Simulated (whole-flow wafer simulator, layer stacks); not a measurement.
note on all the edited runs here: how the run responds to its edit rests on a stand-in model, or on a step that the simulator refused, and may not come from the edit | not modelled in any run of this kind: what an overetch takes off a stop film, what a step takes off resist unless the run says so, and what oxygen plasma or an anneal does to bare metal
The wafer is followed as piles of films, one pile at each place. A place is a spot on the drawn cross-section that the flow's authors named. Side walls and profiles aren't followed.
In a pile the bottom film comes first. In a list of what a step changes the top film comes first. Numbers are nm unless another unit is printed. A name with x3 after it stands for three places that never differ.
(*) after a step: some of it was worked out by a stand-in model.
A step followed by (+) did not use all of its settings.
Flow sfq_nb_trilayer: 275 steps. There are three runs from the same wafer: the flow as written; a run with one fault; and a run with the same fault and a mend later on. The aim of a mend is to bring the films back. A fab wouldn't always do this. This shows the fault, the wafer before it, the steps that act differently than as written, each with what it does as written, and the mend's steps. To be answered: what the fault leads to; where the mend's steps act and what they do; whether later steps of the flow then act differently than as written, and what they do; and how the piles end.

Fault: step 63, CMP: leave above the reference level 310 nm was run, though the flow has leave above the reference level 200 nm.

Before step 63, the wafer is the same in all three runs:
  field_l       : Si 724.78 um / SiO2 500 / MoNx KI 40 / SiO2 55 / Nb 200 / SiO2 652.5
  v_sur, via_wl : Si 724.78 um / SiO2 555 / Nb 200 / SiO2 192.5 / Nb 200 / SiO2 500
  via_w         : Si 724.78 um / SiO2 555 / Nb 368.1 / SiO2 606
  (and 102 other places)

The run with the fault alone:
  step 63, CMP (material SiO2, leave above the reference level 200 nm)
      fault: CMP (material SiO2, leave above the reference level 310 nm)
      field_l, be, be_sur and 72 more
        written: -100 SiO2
        fault: nothing
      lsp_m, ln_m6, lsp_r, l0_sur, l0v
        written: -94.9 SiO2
        fault: nothing
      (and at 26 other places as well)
  Later steps of the flow acting differently than as written (6 more steps, not shown, differ only slightly: by at most 2% or 0.5 nm, whichever is larger):
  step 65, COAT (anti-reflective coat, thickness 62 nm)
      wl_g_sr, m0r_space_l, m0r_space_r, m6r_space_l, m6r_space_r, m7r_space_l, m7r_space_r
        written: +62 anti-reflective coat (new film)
        fault: +63.4 anti-reflective coat (new film)
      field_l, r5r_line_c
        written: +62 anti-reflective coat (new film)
        fault: +63.5 anti-reflective coat (new film)
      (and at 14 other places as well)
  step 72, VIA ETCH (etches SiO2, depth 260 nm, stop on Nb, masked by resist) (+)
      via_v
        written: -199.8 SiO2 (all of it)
        fault: -260 SiO2
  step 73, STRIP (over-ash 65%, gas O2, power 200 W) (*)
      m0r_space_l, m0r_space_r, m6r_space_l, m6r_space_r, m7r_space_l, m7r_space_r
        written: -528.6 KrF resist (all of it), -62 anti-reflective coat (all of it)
        fault: -530.2 KrF resist (all of it), -63.4 anti-reflective coat (all of it)
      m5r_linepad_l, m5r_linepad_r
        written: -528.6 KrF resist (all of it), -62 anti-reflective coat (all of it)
        fault: -527.2 KrF resist (all of it), -66.4 anti-reflective coat (all of it)
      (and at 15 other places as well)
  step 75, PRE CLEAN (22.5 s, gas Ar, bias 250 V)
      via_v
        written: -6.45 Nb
        fault: -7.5 SiO2
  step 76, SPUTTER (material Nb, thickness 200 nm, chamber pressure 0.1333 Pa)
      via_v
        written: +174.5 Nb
        fault: +163.1 Nb (new film)
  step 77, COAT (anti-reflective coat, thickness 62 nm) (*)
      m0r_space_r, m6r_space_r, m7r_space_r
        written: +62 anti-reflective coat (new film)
        fault: +63.3 anti-reflective coat (new film)
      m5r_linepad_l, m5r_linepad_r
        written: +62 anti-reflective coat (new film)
        fault: +65.8 anti-reflective coat (new film)
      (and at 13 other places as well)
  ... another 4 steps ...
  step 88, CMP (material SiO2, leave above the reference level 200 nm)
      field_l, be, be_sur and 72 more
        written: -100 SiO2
        fault: -90 SiO2
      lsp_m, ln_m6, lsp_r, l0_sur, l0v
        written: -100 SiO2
        fault: -84.9 SiO2
  The piles end different from the flow's at field_l, v_sur, via_wl and 103 more by more than 2% or 0.5 nm, whichever is larger.
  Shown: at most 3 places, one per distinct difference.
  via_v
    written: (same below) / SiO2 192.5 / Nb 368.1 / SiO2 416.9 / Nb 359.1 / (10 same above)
    fault: (same below) / SiO2 192.5 / Nb 200 / SiO2 42.3 / Nb 163.1 / SiO2 489.6 / Nb 359.1 / (10 same above)
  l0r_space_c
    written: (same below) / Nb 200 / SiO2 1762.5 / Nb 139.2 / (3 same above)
    fault: (same below) / Nb 200 / SiO2 1872.5 / Nb 139.2 / (3 same above)
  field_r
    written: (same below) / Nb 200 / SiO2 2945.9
    fault: (same below) / Nb 200 / SiO2 3055.9

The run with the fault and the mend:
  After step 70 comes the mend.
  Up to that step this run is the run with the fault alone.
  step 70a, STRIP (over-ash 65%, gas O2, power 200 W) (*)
      wl_a_sr, wl_b_sl, wl_b_m5, wl_b_sr, wl_c_sl, wl_c_m6, wl_c_sr, wl_d_sl
        -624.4 KrF resist (all of it), -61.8 anti-reflective coat (all of it)
      be_r, r_sur, res, r_end, moat, p3_l2, p3_l6
        -625.6 KrF resist (all of it), -62.1 anti-reflective coat (all of it)
      c5j, ce_r, sp_r, p3_s1, l0r_space_c, l0r_line_r
        -625.7 KrF resist (all of it), -62.1 anti-reflective coat (all of it)
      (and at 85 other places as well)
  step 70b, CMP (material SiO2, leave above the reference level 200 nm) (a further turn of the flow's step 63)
      field_l, be, be_sur and 72 more
        -100 SiO2
      v_sur, via_wl, via_w and 23 more
        -110 SiO2
      lsp_m, ln_m6, lsp_r, l0_sur, l0v
        -94.9 SiO2
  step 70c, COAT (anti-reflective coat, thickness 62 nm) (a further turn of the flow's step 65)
      field_l, v_sur, via_wl and 103 more
        +62 anti-reflective coat (new film)
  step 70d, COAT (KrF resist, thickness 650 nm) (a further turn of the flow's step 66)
      field_l, v_sur, via_wl and 103 more
        +650 KrF resist (new film)
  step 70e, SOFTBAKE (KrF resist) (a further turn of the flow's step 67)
      alters no film at any place that is followed
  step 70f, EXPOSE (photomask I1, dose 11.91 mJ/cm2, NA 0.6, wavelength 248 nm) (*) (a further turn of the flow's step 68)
      alters no film at any place that is followed
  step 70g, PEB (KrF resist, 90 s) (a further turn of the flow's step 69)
      field_l, v_sur, via_wl and 103 more
        -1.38 KrF resist
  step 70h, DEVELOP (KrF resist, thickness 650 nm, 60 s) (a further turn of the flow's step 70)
      field_l, v_sur, via_wl and 102 more
        -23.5 KrF resist
      via_v
        -648.6 KrF resist (all of it)
  None of the later steps of the flow acts differently than as written at any place that is followed.
  At every place that both follow, the piles at the end match the flow's.
